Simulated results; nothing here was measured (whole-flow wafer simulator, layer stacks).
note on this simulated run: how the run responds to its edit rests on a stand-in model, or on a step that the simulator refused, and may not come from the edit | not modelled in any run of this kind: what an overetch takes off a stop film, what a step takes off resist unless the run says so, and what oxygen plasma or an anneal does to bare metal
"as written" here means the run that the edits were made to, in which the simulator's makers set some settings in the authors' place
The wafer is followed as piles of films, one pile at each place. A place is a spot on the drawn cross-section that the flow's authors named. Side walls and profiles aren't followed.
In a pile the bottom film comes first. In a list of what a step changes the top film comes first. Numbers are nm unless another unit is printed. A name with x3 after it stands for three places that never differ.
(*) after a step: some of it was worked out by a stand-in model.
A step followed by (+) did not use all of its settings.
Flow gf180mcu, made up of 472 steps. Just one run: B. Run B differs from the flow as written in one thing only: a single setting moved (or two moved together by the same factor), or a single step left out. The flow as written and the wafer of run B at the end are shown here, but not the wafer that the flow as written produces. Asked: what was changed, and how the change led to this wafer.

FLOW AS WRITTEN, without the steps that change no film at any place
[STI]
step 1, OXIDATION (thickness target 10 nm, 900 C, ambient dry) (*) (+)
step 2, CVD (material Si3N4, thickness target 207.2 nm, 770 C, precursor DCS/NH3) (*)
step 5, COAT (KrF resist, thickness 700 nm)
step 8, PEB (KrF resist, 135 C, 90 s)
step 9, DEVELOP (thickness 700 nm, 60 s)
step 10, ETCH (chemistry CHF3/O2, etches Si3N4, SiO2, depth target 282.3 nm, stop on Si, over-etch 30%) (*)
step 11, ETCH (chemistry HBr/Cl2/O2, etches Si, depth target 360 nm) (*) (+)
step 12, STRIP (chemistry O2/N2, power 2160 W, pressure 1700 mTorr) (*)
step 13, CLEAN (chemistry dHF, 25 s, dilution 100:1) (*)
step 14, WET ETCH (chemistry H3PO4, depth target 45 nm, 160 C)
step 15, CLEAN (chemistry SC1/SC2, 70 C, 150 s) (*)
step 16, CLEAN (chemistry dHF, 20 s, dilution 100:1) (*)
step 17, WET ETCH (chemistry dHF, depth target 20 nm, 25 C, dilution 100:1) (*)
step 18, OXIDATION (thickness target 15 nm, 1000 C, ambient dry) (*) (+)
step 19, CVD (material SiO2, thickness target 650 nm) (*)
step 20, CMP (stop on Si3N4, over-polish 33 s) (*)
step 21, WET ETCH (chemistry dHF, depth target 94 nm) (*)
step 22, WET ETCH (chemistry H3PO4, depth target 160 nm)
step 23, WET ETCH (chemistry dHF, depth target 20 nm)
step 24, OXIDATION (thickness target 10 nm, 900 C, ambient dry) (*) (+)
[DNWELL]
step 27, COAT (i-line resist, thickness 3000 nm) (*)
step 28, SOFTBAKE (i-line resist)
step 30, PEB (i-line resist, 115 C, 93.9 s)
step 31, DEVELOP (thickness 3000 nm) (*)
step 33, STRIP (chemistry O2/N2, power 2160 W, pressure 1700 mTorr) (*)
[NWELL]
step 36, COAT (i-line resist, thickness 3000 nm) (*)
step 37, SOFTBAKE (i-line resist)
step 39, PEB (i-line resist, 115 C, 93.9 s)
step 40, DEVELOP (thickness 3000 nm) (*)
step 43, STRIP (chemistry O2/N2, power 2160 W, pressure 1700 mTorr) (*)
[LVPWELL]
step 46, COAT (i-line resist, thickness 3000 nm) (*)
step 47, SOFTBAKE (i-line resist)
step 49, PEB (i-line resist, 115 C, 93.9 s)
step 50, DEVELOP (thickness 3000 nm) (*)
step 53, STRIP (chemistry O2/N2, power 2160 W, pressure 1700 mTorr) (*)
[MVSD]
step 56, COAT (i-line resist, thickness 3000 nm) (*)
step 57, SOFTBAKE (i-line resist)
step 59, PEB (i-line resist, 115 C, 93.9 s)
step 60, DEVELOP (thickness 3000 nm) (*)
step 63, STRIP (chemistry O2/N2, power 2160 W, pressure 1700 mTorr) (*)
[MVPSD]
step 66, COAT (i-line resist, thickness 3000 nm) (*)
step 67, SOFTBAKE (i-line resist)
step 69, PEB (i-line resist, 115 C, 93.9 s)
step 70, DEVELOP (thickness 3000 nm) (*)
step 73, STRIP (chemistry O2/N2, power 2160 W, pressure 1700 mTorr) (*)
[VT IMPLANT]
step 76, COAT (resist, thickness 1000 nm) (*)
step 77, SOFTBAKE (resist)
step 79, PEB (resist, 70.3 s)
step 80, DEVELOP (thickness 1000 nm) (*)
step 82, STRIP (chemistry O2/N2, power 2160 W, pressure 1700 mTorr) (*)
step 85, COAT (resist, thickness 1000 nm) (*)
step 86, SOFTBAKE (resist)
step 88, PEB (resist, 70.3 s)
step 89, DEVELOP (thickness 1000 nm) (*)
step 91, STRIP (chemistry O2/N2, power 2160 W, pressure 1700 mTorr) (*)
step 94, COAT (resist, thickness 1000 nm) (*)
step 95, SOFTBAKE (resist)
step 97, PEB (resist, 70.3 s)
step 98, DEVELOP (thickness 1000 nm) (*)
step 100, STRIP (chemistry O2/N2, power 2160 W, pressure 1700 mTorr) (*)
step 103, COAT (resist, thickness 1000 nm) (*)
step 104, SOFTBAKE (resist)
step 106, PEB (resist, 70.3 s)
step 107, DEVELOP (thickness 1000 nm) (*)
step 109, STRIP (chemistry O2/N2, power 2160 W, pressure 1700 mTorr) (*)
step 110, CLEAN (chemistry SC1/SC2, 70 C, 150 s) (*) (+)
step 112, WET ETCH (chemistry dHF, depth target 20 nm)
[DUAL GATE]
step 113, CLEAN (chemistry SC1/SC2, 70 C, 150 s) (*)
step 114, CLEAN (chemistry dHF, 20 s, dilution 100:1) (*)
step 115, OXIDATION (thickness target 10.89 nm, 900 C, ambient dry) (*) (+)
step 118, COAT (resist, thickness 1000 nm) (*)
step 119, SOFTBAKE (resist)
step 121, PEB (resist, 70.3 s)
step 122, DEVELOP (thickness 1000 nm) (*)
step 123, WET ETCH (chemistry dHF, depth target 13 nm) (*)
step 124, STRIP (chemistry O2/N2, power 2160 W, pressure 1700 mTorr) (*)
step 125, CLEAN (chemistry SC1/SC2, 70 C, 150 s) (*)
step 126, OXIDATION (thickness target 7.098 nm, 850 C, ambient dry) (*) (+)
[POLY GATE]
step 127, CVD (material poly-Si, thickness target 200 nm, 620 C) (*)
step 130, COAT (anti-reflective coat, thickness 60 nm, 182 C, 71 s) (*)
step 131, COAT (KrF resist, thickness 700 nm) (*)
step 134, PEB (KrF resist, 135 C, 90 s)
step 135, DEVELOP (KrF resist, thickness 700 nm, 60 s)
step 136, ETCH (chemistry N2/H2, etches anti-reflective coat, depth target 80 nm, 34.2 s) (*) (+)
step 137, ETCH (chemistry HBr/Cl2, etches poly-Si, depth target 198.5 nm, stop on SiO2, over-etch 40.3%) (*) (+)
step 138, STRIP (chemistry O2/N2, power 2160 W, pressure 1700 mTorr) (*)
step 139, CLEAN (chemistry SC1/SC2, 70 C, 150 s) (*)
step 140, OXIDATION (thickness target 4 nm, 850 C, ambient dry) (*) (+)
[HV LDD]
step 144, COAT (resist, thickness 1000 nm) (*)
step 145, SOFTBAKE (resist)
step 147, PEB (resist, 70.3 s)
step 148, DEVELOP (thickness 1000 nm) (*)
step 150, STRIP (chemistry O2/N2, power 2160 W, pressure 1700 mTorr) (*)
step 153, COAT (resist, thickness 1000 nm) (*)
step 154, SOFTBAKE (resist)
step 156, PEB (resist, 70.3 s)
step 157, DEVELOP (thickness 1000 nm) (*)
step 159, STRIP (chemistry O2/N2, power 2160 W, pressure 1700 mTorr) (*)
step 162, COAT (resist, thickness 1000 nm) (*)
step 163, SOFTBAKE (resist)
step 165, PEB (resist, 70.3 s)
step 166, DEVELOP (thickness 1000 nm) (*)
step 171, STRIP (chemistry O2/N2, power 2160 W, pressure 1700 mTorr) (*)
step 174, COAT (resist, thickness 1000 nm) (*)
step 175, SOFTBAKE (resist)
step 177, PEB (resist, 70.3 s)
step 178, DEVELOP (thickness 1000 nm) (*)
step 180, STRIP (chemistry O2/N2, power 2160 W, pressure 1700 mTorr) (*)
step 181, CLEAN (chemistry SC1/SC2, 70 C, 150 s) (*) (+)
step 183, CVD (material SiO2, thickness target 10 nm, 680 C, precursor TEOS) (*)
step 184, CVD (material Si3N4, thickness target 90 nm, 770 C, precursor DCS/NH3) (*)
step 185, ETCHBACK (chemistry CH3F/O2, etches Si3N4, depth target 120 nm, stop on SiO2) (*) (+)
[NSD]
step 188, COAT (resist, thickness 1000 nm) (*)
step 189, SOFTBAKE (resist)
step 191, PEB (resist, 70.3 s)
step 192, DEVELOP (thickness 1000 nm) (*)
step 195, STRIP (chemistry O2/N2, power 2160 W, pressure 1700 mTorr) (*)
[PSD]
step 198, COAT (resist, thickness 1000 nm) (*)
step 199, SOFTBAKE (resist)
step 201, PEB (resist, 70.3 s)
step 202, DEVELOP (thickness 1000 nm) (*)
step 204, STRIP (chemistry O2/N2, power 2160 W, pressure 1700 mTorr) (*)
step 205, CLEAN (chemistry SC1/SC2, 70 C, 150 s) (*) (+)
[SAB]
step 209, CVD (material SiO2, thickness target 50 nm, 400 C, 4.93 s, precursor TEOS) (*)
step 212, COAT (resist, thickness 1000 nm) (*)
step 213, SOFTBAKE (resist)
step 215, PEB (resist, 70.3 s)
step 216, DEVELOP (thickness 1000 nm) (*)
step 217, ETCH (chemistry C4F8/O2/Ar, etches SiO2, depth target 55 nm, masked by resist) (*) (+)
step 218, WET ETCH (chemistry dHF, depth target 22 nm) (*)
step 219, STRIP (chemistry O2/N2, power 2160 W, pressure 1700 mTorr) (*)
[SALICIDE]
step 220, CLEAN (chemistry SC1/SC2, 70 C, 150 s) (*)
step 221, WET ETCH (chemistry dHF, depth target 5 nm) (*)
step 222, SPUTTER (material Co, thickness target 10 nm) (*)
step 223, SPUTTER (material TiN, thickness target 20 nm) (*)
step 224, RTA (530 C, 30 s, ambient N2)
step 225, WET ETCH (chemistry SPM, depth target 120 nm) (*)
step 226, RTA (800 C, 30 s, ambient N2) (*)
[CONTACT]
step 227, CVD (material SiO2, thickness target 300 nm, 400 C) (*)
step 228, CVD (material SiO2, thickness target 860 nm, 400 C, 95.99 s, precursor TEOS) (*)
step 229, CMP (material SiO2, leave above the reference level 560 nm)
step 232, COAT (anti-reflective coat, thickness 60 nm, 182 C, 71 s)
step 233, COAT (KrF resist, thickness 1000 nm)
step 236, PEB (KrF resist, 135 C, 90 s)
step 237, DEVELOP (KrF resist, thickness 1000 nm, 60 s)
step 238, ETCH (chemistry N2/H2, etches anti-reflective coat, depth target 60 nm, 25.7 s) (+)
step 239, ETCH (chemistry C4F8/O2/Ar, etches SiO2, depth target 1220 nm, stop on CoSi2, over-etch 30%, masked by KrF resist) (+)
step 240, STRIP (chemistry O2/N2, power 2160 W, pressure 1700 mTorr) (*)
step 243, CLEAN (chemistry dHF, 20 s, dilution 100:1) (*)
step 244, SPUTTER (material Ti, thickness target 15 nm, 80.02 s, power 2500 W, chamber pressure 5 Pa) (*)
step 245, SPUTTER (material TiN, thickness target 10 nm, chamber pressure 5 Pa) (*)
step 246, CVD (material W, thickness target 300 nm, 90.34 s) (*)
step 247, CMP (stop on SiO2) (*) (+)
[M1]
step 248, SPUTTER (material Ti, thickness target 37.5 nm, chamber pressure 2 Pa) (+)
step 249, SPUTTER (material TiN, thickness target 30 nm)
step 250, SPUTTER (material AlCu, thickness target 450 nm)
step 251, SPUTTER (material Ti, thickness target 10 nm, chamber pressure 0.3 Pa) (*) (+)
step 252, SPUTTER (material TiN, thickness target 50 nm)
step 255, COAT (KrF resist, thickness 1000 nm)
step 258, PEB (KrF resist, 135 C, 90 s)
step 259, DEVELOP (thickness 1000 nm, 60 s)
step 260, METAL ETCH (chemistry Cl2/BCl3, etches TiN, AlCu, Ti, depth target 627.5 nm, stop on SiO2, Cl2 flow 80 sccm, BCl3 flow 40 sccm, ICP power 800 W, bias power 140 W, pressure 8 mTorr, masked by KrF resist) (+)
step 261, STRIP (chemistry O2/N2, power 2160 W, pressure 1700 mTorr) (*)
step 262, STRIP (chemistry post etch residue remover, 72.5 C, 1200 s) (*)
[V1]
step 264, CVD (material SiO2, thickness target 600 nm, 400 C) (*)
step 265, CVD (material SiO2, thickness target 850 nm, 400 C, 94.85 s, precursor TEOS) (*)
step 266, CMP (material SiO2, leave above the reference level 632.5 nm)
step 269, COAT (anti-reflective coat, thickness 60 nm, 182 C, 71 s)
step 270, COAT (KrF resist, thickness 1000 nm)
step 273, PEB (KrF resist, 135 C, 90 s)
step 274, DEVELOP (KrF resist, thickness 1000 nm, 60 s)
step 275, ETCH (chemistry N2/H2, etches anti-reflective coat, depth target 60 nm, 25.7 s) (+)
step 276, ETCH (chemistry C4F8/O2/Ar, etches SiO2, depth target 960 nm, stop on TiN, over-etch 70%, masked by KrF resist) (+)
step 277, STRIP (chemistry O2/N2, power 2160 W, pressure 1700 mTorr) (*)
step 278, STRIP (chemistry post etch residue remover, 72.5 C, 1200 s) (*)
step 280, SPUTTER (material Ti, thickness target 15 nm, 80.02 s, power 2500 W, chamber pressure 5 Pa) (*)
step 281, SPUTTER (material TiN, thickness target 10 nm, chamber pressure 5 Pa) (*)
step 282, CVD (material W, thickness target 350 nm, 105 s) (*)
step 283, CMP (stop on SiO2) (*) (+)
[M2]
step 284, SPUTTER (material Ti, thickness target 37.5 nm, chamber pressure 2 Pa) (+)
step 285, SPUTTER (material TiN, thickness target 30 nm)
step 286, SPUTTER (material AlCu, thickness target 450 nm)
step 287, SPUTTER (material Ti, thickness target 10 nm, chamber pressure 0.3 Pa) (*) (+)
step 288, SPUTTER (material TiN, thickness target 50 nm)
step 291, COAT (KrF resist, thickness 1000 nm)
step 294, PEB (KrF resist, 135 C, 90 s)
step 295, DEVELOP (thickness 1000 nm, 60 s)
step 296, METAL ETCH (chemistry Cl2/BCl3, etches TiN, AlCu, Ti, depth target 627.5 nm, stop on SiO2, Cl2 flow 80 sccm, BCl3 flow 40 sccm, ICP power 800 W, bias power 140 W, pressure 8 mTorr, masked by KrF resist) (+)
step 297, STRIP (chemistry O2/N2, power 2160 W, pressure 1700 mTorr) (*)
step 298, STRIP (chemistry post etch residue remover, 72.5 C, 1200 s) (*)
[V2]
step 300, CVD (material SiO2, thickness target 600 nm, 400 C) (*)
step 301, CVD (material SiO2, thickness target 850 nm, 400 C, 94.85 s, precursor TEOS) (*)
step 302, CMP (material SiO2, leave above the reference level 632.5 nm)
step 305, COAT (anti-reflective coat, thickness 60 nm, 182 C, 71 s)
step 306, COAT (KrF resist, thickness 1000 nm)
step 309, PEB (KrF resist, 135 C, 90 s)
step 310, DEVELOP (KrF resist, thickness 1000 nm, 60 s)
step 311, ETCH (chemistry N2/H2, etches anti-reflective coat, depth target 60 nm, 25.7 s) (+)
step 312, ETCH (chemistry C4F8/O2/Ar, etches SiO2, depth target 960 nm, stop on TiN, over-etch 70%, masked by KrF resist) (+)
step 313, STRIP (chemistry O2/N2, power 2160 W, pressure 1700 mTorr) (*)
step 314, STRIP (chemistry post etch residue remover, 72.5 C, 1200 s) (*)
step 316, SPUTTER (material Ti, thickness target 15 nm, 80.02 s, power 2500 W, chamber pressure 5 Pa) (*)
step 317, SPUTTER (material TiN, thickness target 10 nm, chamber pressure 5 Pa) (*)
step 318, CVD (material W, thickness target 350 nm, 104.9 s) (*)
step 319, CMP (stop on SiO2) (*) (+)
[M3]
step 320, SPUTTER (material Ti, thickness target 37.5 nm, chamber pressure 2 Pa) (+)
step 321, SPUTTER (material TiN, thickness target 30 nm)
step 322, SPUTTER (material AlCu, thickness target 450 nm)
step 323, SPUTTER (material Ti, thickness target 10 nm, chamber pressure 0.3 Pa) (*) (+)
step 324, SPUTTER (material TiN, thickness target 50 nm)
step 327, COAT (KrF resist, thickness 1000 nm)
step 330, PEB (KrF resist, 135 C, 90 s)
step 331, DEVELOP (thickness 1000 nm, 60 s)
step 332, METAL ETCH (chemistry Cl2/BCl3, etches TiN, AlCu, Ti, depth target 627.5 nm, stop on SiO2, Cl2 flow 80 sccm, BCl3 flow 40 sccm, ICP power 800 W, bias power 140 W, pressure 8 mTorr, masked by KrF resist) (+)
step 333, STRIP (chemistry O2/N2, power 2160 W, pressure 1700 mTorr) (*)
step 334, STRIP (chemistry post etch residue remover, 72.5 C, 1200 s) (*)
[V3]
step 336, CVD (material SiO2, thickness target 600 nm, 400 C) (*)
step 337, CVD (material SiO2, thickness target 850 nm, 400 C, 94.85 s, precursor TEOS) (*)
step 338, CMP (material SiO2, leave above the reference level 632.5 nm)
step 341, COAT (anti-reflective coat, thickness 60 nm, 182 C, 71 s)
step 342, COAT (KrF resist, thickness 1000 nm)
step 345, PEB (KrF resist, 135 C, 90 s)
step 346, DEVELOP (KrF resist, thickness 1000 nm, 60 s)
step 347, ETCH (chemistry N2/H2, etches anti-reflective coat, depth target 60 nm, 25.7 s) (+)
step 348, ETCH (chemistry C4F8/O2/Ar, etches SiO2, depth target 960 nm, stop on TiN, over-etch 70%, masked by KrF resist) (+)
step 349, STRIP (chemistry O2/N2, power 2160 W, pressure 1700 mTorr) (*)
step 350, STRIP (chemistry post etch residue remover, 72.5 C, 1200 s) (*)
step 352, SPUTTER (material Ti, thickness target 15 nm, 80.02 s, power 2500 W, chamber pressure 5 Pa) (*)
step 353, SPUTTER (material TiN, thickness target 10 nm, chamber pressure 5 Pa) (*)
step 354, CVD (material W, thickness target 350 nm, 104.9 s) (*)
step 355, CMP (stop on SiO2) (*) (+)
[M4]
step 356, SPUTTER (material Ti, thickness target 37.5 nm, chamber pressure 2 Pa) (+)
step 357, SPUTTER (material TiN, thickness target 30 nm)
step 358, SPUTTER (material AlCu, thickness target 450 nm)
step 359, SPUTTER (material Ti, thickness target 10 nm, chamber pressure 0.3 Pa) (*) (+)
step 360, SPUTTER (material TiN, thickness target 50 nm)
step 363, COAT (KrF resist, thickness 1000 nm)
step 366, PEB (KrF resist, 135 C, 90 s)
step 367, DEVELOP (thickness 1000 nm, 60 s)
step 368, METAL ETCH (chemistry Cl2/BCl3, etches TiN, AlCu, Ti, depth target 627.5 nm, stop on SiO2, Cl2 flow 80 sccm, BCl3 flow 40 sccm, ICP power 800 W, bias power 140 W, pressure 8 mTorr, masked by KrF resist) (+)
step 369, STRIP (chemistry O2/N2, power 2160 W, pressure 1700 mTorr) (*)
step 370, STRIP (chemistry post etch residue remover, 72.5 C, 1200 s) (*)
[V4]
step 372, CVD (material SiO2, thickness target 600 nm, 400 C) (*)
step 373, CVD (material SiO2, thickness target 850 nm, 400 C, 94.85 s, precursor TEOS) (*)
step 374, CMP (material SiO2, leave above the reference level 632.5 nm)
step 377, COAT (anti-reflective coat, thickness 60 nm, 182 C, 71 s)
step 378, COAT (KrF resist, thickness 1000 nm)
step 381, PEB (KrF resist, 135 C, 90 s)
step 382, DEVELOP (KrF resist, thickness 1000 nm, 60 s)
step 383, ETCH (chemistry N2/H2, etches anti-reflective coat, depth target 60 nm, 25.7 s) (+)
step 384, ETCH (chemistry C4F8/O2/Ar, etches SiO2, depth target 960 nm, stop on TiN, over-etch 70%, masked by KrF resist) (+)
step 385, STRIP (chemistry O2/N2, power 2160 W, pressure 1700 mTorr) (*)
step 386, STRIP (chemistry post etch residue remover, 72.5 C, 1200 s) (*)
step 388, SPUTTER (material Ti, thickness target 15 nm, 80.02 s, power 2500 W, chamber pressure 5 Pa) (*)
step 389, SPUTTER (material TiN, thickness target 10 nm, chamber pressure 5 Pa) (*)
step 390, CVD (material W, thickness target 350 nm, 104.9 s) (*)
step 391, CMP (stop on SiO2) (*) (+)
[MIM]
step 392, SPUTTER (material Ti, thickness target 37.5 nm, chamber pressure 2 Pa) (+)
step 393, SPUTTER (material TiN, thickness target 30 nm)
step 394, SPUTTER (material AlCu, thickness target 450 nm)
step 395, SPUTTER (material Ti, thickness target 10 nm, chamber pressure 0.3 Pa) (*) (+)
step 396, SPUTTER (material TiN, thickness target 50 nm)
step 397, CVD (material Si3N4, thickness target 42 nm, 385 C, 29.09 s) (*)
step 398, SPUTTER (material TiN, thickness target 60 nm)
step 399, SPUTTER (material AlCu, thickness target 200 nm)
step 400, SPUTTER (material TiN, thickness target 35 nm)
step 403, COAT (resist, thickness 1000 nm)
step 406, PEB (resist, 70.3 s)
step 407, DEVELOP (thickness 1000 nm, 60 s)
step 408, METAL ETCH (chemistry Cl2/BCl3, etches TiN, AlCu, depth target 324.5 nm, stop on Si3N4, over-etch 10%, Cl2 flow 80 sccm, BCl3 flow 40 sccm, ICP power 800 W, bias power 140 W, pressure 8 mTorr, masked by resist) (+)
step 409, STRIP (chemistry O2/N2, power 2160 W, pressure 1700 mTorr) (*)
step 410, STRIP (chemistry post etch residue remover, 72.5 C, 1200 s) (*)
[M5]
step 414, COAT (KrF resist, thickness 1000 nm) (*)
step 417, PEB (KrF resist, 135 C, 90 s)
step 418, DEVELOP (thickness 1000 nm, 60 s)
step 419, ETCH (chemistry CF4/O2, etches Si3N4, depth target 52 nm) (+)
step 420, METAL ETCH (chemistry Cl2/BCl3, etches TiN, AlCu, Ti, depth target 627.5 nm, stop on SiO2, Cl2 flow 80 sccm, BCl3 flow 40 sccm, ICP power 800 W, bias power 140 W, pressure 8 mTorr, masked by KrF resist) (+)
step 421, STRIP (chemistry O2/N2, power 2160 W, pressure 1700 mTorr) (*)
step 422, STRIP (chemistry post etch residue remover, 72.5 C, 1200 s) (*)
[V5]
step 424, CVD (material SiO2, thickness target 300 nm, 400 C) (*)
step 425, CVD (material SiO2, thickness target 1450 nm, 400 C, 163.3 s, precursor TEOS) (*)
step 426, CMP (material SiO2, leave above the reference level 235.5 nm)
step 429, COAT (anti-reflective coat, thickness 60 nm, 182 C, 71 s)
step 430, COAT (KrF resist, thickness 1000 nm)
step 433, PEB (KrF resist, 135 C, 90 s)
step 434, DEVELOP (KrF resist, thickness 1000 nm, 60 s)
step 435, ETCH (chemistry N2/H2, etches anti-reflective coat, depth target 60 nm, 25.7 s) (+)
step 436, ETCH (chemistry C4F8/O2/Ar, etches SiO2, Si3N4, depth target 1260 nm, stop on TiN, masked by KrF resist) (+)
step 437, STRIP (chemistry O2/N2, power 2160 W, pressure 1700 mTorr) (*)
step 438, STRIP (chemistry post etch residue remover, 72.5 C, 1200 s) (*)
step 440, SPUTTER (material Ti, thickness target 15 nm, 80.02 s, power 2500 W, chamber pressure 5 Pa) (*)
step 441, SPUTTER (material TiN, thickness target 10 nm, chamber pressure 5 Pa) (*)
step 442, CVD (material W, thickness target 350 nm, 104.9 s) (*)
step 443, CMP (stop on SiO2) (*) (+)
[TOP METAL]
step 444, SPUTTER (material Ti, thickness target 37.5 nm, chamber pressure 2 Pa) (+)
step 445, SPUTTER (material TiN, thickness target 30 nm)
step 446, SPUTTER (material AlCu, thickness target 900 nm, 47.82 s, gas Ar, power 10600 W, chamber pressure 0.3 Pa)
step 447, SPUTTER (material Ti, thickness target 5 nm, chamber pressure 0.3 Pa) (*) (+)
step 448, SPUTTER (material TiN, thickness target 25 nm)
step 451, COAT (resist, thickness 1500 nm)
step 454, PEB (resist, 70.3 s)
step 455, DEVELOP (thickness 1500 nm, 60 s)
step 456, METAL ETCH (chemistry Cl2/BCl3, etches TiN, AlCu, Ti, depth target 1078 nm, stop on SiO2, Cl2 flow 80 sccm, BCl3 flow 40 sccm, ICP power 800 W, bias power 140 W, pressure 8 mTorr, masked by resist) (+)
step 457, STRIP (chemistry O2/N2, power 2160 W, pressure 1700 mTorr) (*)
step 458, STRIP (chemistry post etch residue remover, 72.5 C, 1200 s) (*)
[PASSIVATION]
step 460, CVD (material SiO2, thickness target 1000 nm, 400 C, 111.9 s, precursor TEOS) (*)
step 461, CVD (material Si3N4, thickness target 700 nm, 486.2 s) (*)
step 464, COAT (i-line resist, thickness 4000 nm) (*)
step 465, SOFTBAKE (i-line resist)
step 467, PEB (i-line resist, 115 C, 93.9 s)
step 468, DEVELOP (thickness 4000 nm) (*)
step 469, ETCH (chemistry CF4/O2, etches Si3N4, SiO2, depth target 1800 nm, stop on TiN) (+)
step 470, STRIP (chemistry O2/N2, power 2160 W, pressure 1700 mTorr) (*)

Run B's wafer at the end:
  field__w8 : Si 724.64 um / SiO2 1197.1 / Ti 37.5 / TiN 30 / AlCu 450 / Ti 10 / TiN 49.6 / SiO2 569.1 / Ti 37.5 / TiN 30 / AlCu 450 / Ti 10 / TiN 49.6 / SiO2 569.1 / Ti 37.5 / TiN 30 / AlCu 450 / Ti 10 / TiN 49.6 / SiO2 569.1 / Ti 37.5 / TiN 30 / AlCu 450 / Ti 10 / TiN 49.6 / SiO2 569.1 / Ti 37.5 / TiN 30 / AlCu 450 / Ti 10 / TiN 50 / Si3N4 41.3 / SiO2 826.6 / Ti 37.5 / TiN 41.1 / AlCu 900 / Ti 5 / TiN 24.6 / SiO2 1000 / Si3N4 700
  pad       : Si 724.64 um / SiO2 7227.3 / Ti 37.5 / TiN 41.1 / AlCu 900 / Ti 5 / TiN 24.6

What caused this: step 445, SPUTTER: thickness target 41.1 nm was run, though the flow has thickness target 30 nm.
The wafer lets one read it off: field__w8 has TiN 41.1, and step 445 as written asks for 30 nm.

How this came from the change, step by step:
  step 445, SPUTTER (material TiN, thickness target 30 nm)
      field, field__w1, field__w2 and 109 more: TiN gains 41.1 (new film) (in the flow as written it would be: TiN gains 30 (new film))
  step 456, METAL ETCH (chemistry Cl2/BCl3, etches TiN, AlCu, Ti, depth target 1078 nm, stop on SiO2, Cl2 flow 80 sccm, BCl3 flow 40 sccm, ICP power 800 W, bias power 140 W, pressure 8 mTorr, masked by resist) (+)
      field, field__w1, field__w2 and 103 more: TiN loses 25 (all of it), Ti loses 5 (all of it), AlCu loses 900 (all of it), TiN loses 41.1 (all of it), Ti loses 37.5 (all of it) (in the flow as written it would be: TiN loses 25 (all of it), Ti loses 5 (all of it), AlCu loses 900 (all of it), TiN loses 30 (all of it), Ti loses 37.5 (all of it))
  step 465, SOFTBAKE (i-line resist)
      gate: i-line resist loses 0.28 (in the flow as written it would be: i-line resist gains 1.79)
      field__w11, field__w13: i-line resist gains 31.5 (in the flow as written it would be: i-line resist gains 37.6)
      (and at 57 other places as well)
